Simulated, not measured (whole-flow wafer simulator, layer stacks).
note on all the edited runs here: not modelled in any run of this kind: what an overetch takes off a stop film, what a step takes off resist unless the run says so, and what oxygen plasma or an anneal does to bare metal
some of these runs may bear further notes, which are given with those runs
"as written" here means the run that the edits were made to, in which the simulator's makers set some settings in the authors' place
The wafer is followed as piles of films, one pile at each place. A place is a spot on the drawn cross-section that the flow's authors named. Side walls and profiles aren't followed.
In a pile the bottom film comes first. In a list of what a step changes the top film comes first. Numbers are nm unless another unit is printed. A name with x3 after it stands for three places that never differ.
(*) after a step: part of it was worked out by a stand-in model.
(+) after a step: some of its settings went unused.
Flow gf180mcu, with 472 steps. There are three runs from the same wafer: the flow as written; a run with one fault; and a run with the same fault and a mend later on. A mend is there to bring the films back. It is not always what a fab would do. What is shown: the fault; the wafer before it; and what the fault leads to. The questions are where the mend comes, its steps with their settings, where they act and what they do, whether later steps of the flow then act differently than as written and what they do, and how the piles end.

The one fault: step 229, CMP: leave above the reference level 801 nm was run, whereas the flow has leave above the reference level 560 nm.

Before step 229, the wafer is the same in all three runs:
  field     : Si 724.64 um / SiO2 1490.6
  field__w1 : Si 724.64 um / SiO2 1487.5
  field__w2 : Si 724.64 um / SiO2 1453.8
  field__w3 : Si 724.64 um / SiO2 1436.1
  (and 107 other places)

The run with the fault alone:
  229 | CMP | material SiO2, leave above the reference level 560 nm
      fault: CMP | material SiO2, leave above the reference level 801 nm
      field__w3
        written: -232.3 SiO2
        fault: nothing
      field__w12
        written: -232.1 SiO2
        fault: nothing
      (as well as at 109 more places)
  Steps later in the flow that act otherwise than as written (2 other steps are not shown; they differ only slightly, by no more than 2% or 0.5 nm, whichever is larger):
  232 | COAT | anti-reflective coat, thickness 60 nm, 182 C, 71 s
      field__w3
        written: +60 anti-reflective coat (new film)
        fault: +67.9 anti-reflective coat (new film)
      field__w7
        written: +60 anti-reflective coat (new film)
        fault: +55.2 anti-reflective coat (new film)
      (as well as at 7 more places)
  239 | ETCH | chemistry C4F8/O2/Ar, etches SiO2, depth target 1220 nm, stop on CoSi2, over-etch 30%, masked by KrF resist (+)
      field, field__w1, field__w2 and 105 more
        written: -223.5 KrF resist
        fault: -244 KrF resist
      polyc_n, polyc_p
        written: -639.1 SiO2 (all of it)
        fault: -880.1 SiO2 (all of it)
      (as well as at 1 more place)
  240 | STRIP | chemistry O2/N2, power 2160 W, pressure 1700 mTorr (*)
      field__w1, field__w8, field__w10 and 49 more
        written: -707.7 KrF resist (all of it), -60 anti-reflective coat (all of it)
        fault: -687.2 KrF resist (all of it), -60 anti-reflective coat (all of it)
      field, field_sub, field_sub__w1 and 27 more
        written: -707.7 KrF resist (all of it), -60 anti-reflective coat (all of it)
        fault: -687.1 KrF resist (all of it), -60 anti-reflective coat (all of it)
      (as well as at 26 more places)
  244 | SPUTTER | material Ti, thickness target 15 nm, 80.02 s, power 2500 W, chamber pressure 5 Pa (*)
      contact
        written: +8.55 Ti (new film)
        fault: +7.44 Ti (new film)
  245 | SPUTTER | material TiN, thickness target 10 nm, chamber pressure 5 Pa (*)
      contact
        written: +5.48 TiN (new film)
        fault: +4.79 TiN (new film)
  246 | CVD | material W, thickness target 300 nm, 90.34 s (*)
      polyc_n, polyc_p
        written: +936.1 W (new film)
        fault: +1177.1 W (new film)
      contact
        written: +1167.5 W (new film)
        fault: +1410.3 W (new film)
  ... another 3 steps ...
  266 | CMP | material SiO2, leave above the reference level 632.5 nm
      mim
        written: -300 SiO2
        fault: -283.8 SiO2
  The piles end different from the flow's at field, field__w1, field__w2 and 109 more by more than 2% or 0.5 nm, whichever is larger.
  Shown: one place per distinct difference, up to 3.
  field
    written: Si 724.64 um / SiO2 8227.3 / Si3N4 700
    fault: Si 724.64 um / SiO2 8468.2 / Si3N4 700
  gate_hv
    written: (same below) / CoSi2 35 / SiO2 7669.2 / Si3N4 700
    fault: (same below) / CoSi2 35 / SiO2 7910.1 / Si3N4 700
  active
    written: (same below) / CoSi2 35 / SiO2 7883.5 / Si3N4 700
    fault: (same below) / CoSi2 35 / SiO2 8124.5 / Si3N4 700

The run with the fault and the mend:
  After step 229 comes the mend.
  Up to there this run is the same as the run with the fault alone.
  229a | CMP | material SiO2, leave above the reference level 560 nm (a further turn of the flow's step 229)
      field, field__w1, field__w2 and 105 more
        -241 SiO2
      field__w3
        -232.3 SiO2
      field__w12
        -232.1 SiO2
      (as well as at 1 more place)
  Later steps of the flow that are run all act as written at every place that is followed.
  By the end, the piles equal the flow's at every place that both follow.
